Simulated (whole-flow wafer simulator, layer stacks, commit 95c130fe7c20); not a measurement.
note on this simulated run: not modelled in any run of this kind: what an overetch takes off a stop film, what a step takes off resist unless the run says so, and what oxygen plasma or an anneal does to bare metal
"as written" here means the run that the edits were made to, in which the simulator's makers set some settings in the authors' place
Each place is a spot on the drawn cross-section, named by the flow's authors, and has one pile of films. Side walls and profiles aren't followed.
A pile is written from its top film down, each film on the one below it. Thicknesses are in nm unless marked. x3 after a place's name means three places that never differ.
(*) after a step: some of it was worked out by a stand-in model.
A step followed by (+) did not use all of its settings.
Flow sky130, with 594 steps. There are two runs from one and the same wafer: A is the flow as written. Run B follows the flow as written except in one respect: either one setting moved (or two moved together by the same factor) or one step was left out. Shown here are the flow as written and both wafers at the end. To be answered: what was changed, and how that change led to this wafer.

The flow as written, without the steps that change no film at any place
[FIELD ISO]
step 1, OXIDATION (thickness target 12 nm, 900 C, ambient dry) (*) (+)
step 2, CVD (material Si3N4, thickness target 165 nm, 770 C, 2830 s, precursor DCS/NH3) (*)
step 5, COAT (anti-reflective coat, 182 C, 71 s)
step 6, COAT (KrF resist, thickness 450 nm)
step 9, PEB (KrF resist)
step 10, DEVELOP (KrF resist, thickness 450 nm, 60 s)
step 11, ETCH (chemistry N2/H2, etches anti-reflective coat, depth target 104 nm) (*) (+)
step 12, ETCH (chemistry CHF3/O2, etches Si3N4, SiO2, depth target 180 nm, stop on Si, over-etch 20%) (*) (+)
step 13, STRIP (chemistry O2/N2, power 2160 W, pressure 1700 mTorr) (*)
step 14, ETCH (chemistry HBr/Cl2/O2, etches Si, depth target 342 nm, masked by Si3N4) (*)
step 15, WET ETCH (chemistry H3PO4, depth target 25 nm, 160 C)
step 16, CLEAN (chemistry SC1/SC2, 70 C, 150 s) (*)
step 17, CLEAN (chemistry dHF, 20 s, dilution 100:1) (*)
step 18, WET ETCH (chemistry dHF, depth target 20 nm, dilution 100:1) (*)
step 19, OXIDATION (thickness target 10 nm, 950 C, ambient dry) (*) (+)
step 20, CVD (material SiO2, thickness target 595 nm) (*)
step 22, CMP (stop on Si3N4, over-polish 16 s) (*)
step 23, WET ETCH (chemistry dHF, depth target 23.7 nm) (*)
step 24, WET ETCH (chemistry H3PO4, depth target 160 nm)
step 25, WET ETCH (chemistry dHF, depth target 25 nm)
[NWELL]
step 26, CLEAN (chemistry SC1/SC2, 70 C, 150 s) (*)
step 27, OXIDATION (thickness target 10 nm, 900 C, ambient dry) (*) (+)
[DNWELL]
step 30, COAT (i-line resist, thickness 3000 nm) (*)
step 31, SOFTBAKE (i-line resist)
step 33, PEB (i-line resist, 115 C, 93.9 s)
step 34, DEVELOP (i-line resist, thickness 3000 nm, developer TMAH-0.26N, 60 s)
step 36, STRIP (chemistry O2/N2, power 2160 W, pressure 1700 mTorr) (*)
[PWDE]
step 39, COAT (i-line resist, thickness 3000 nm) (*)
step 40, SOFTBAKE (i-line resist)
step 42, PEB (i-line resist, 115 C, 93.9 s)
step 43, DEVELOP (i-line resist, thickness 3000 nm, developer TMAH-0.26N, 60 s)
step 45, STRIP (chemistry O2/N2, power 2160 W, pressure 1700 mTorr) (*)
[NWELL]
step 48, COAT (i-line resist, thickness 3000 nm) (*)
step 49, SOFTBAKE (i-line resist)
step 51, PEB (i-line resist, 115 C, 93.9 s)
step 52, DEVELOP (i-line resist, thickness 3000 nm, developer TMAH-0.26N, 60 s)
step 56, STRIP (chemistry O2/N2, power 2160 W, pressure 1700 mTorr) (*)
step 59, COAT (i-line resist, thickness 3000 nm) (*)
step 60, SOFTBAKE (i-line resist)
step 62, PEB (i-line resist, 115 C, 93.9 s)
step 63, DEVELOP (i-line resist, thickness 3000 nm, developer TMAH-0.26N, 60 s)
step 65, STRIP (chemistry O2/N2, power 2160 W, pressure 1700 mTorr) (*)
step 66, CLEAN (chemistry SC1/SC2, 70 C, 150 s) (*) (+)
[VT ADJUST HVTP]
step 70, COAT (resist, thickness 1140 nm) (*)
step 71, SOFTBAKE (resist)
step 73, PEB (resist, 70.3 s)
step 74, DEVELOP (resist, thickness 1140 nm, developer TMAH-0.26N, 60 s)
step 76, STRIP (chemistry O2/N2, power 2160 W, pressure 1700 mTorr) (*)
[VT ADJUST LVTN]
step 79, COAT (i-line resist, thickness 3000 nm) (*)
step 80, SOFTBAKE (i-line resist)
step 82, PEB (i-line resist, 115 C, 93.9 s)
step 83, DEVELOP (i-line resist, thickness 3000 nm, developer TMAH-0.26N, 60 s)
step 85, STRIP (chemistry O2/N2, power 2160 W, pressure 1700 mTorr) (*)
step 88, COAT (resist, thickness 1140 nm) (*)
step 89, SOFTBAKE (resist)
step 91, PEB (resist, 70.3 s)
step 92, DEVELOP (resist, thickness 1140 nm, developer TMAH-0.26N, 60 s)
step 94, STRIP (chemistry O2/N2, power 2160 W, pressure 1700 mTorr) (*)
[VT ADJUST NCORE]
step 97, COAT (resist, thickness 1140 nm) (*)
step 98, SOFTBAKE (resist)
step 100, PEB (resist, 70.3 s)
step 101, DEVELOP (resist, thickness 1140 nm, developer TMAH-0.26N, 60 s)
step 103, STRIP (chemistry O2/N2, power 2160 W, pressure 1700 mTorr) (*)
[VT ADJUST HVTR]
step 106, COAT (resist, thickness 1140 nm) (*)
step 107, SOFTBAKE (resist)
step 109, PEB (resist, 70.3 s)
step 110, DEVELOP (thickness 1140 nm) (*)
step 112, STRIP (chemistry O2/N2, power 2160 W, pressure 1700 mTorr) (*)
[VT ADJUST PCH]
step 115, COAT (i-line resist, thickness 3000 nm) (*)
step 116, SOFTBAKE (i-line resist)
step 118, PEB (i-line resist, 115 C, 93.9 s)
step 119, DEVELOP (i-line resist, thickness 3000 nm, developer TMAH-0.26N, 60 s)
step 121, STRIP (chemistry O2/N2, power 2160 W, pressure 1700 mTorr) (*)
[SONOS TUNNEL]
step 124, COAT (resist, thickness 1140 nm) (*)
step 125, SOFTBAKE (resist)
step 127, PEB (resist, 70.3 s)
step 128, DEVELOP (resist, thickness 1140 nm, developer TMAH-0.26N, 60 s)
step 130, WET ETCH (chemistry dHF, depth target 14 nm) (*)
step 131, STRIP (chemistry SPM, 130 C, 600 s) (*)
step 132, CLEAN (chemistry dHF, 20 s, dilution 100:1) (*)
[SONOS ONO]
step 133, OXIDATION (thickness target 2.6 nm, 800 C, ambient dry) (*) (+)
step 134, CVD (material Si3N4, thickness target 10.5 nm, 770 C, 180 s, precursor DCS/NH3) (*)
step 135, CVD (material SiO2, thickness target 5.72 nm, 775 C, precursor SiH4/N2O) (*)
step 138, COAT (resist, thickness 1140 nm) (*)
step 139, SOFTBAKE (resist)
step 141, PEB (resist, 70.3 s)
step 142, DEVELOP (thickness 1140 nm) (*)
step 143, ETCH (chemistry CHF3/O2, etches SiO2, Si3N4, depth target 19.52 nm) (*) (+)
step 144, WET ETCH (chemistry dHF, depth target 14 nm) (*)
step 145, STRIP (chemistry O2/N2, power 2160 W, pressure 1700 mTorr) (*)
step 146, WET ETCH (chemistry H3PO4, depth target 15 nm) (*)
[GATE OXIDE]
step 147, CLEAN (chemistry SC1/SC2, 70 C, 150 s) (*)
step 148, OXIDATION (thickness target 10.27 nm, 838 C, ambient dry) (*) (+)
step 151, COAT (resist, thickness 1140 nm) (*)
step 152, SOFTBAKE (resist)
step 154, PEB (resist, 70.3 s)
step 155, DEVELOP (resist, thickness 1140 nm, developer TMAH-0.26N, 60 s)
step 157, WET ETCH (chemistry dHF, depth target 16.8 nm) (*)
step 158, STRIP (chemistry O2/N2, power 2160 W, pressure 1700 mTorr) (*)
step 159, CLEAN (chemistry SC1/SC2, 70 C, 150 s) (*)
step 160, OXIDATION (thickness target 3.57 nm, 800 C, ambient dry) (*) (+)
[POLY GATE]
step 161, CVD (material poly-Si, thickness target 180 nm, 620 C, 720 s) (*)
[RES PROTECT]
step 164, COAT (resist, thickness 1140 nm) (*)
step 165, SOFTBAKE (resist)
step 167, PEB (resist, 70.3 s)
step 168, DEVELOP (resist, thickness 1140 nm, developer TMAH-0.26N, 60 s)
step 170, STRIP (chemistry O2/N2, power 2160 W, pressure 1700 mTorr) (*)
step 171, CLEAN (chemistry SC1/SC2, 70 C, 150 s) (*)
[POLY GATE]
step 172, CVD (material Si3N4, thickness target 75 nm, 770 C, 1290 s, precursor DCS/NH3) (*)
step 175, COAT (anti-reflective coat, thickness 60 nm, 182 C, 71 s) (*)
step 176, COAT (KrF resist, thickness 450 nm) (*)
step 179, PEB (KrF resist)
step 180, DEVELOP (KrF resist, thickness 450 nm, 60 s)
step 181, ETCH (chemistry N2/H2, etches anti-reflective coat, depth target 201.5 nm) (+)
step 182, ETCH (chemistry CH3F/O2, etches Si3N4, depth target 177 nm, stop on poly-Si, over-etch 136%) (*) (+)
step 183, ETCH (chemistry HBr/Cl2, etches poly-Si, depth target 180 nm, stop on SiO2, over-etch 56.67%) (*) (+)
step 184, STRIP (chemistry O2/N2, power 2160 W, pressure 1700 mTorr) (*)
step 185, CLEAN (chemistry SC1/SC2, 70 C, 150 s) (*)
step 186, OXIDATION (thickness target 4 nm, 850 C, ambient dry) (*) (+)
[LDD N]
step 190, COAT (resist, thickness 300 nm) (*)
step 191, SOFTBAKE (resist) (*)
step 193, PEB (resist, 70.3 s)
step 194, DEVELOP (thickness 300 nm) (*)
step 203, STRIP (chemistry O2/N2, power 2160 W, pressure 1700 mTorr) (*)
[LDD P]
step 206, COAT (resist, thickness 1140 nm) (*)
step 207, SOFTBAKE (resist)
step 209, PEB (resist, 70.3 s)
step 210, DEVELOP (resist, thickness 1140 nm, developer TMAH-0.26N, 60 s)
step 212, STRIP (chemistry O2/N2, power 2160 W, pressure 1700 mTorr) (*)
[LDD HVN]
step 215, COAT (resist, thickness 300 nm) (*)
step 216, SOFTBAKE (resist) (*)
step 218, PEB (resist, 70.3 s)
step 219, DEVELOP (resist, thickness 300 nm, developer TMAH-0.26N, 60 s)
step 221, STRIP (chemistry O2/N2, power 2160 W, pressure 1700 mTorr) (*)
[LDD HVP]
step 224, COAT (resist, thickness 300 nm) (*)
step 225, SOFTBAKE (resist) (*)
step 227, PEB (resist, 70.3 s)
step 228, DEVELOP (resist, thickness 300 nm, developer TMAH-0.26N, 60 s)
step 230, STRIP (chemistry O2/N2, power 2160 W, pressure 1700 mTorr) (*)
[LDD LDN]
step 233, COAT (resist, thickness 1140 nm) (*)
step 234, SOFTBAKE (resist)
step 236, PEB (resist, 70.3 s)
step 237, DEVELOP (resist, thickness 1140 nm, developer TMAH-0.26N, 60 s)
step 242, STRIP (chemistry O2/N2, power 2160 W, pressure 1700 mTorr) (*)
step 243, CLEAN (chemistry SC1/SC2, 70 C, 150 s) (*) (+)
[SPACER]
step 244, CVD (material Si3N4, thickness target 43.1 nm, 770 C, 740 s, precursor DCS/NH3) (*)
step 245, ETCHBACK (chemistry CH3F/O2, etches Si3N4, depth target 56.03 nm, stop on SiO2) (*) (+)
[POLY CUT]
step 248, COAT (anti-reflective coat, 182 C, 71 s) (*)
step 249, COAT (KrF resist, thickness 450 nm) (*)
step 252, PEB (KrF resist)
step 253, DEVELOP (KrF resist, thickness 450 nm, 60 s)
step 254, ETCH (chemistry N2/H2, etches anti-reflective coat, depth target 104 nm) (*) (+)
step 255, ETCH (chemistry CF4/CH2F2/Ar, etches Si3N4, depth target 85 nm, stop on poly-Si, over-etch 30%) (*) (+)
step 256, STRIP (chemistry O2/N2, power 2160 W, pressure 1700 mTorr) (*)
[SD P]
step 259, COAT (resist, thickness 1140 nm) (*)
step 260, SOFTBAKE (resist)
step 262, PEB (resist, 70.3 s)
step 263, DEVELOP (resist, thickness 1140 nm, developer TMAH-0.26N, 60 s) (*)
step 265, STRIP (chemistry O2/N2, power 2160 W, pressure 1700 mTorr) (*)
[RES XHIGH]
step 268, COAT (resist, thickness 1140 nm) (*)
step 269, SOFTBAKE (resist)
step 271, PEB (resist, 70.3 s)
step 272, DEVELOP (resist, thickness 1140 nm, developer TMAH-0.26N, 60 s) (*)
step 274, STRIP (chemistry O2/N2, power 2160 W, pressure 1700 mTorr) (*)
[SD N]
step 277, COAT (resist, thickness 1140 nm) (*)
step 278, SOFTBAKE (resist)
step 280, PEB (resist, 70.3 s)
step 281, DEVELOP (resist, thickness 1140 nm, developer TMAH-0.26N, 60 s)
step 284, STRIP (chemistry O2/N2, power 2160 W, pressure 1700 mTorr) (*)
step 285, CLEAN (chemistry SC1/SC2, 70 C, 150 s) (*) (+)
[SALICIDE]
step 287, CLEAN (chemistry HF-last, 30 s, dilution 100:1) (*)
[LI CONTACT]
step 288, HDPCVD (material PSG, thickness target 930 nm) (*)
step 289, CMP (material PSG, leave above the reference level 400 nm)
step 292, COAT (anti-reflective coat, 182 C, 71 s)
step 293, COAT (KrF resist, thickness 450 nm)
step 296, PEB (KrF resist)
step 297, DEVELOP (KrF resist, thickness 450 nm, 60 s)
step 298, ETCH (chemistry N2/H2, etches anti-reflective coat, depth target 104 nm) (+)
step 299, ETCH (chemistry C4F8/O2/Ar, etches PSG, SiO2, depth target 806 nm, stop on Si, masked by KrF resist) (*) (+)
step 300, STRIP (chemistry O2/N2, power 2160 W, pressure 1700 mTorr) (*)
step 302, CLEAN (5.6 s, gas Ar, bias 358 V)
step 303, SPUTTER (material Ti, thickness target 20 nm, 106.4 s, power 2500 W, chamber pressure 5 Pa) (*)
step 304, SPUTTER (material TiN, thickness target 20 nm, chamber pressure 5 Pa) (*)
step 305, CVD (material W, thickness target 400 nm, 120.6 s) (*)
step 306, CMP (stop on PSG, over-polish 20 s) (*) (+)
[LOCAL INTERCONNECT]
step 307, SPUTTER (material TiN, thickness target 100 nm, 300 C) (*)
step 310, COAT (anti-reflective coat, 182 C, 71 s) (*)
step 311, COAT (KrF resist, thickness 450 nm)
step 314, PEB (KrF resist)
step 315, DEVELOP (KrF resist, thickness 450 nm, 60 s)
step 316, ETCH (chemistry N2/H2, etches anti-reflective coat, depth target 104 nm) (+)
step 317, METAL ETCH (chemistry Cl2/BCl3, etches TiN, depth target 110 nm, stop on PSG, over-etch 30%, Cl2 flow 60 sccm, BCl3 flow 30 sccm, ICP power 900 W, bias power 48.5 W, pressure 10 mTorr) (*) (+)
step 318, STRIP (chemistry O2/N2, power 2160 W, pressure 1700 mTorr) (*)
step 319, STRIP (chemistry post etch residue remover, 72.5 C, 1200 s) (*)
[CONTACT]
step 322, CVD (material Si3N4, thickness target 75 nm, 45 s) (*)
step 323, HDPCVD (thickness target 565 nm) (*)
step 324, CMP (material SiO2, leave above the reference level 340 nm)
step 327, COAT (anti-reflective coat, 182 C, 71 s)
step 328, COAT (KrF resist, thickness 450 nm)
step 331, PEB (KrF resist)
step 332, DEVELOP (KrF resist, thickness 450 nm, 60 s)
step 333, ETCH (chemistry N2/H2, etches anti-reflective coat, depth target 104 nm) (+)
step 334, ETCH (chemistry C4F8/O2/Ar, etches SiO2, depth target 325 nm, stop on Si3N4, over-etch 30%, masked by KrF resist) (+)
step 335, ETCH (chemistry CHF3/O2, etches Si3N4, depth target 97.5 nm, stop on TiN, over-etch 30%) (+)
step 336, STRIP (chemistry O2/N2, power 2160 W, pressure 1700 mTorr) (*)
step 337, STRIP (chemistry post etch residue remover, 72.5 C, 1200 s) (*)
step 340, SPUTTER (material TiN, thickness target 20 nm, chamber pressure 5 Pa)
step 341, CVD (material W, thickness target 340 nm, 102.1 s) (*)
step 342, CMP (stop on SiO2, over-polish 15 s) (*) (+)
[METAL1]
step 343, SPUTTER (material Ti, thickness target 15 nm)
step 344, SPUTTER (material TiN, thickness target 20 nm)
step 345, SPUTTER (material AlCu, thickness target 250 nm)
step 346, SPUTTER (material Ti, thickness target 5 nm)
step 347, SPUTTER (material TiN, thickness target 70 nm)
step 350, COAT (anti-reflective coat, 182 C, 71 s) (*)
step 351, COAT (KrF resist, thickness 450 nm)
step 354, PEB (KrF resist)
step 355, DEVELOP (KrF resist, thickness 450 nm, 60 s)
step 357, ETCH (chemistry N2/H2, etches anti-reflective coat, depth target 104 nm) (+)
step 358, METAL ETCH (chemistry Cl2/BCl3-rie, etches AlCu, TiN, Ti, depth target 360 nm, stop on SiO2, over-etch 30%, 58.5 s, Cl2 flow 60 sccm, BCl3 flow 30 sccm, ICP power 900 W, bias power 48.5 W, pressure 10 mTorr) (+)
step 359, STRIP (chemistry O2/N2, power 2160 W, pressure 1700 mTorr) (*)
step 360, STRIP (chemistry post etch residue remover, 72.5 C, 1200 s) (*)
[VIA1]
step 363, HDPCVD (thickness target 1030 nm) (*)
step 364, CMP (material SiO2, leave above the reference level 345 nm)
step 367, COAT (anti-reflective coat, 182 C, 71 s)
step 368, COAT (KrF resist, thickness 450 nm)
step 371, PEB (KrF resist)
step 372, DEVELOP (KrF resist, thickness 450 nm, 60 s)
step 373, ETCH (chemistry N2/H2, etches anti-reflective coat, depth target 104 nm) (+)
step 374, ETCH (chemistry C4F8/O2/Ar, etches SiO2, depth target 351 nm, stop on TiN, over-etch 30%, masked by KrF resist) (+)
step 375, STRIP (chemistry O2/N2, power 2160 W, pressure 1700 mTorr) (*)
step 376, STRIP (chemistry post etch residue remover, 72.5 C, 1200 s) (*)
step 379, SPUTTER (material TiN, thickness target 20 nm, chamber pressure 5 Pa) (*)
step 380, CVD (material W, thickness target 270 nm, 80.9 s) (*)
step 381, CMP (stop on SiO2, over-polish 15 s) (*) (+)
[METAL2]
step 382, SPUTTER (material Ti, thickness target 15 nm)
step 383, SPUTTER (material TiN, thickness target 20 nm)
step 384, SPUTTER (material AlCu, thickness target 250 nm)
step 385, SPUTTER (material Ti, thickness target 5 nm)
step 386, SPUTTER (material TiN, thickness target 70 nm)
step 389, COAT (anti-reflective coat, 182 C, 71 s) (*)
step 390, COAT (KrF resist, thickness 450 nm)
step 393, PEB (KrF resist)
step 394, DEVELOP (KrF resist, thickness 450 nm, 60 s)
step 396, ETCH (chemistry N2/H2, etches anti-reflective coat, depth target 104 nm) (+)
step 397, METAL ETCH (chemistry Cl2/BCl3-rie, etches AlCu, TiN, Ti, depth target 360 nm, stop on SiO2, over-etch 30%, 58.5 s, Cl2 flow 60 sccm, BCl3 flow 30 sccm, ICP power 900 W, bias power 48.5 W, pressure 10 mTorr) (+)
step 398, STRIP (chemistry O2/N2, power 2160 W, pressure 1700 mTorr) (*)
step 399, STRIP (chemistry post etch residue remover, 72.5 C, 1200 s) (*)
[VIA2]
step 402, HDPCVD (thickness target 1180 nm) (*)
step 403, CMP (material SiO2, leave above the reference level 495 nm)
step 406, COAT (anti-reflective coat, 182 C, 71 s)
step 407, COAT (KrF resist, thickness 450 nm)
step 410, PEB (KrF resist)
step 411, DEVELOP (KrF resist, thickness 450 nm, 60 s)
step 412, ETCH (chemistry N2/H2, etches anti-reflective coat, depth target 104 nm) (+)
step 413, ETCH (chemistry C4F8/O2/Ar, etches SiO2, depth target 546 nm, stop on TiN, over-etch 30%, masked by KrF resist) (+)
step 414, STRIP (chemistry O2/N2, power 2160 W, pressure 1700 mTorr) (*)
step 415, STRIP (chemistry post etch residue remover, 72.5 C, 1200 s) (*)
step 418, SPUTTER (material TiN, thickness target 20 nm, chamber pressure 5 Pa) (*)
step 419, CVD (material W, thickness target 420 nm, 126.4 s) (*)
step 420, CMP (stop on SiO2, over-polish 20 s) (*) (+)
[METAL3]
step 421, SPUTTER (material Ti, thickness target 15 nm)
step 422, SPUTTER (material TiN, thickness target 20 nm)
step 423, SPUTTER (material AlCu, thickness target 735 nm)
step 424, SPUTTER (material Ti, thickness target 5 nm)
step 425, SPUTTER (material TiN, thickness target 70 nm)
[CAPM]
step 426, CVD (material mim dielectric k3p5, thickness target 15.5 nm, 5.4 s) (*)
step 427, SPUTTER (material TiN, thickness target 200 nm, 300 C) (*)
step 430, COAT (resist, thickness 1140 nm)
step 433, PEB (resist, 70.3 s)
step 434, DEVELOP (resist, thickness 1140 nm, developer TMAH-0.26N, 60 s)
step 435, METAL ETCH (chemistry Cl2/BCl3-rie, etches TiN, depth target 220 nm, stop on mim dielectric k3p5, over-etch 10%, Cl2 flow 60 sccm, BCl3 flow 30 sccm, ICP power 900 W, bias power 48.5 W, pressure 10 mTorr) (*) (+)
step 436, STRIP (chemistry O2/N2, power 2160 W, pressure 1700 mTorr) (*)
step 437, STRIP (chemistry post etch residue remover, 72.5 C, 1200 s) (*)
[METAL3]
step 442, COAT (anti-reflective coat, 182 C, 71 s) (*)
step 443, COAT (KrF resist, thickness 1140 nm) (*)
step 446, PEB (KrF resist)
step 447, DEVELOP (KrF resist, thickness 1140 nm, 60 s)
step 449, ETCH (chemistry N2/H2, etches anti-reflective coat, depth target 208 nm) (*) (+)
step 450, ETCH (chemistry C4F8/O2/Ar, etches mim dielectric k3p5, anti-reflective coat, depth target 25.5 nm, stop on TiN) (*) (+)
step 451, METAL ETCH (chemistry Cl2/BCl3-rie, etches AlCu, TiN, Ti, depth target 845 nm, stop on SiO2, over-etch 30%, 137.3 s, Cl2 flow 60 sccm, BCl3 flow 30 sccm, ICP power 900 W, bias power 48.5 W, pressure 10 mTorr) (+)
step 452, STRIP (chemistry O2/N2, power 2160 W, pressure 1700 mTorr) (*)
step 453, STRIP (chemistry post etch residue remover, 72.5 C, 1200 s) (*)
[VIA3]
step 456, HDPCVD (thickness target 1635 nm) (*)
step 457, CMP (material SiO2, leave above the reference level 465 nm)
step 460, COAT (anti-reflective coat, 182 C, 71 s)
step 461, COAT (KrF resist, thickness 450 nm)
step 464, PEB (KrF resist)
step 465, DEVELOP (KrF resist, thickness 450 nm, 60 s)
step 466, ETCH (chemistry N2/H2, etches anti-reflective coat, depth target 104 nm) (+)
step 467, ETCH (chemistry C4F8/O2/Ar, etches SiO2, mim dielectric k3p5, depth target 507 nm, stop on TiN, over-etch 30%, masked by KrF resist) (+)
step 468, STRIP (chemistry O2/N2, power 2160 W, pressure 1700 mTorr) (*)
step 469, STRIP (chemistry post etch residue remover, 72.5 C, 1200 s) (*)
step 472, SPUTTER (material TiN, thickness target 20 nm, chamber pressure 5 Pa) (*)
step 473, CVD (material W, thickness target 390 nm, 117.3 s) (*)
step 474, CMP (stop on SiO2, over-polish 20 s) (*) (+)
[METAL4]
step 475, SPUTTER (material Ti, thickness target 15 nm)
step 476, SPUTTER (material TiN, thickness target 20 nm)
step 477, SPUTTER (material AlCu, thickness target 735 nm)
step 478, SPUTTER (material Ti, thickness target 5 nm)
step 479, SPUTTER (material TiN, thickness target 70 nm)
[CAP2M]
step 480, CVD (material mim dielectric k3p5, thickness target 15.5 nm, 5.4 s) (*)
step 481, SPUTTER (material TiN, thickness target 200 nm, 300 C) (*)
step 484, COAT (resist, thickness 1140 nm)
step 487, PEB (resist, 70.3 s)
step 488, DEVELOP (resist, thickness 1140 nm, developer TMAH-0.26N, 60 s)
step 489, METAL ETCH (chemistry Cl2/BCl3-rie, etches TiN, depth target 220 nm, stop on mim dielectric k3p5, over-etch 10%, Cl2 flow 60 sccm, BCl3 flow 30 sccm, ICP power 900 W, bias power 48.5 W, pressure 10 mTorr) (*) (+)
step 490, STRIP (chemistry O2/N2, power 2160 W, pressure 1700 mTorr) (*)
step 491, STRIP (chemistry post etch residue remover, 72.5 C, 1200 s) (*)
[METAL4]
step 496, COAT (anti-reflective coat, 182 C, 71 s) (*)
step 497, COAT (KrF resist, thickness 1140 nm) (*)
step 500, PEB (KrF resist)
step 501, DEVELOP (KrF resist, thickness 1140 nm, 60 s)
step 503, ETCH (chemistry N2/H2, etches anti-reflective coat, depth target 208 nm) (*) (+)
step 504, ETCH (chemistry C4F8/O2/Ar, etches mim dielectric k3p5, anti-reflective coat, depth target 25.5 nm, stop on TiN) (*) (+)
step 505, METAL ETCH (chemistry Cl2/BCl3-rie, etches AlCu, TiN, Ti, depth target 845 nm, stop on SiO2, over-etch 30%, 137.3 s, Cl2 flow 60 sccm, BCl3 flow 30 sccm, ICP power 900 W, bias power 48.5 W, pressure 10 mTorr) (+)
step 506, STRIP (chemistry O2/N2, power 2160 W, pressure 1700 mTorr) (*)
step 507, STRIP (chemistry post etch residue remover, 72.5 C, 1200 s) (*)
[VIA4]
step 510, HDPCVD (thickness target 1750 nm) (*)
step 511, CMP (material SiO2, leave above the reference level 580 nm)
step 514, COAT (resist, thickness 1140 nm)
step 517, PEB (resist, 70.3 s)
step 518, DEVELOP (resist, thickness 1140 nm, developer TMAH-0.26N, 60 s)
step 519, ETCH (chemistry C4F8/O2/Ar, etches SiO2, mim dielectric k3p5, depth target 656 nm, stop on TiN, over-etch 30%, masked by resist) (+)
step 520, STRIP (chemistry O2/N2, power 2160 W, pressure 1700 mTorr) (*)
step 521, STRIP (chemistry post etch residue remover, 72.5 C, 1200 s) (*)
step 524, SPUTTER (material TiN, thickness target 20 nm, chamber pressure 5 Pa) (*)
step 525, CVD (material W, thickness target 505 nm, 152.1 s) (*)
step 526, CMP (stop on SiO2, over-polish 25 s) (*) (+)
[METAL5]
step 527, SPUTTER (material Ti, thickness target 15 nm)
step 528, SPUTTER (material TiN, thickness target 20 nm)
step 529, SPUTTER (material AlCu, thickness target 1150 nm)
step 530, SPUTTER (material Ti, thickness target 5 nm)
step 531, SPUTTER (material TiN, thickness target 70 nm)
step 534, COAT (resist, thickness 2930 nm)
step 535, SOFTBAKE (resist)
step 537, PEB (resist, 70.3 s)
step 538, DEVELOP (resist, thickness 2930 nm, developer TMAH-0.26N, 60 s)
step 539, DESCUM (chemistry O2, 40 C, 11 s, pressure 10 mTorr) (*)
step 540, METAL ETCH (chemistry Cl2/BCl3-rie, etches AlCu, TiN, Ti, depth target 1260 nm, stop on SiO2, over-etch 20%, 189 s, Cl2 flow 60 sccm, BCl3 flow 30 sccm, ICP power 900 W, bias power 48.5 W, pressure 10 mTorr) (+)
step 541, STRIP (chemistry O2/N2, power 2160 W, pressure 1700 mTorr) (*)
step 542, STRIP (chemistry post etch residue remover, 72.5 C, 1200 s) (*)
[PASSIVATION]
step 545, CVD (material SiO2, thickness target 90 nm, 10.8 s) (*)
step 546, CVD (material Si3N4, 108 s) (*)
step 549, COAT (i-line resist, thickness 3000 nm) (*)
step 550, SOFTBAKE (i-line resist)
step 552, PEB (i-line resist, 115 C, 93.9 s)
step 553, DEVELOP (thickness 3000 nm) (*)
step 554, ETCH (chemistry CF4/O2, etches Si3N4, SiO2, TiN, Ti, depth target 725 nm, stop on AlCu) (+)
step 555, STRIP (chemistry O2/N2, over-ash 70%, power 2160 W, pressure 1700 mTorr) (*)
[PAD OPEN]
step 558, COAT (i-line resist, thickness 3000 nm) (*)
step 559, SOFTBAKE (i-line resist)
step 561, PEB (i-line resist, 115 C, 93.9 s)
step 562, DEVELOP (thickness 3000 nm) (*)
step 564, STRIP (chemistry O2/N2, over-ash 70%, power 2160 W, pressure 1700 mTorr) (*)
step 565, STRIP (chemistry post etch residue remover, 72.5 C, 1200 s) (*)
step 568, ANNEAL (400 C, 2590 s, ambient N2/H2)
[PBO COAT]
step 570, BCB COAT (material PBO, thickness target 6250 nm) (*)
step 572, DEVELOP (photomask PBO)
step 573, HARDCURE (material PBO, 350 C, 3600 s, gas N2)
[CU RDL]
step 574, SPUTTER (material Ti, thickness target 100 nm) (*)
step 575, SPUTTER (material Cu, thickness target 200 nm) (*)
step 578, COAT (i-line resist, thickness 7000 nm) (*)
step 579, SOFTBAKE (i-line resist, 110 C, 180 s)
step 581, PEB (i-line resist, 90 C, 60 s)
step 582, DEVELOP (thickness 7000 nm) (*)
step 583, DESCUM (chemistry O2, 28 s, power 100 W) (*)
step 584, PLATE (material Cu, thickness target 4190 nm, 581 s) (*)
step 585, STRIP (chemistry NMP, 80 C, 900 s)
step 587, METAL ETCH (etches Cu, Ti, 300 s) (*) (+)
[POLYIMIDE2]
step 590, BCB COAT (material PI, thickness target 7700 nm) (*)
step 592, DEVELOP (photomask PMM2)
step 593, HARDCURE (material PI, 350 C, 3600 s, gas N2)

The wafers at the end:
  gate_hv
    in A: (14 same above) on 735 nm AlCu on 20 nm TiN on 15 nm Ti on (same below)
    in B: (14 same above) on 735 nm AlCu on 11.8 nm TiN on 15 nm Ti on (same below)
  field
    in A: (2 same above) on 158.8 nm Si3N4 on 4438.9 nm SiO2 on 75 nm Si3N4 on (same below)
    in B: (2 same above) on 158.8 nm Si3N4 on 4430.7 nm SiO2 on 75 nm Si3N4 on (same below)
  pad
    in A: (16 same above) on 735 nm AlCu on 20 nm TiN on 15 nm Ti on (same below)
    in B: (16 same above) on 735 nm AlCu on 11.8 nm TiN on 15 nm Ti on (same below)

What caused this: step 422, SPUTTER: thickness target 11.8 nm was run, though the flow has thickness target 20 nm.
The wafer lets one read it off: gate_hv has TiN 11.8, and step 422 as written asks for 20 nm.

The path from the change to this, step by step:
  step 422, SPUTTER (material TiN, thickness target 20 nm)
      field, active, n_well and 188 more: A +20 TiN (new film) | B +11.8 TiN (new film)
  step 451, METAL ETCH (chemistry Cl2/BCl3-rie, etches AlCu, TiN, Ti, depth target 845 nm, stop on SiO2, over-etch 30%, 137.3 s, Cl2 flow 60 sccm, BCl3 flow 30 sccm, ICP power 900 W, bias power 48.5 W, pressure 10 mTorr) (+)
      field, gate, spacer and 68 more: A -70 TiN (all of it), -5 Ti (all of it), -735 AlCu (all of it), -20 TiN (all of it), -15 Ti (all of it), -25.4 SiO2 | B -70 TiN (all of it), -5 Ti (all of it), -735 AlCu (all of it), -11.8 TiN (all of it), -15 Ti (all of it), -26.2 SiO2
      active, vpp_ln, vpp_iso2 and 11 more: A -70 TiN (all of it), -5 Ti (all of it), -735 AlCu (all of it), -20 TiN (all of it), -15 Ti (all of it), -25.3 SiO2 | B -70 TiN (all of it), -5 Ti (all of it), -735 AlCu (all of it), -11.8 TiN (all of it), -15 Ti (all of it), -26.2 SiO2
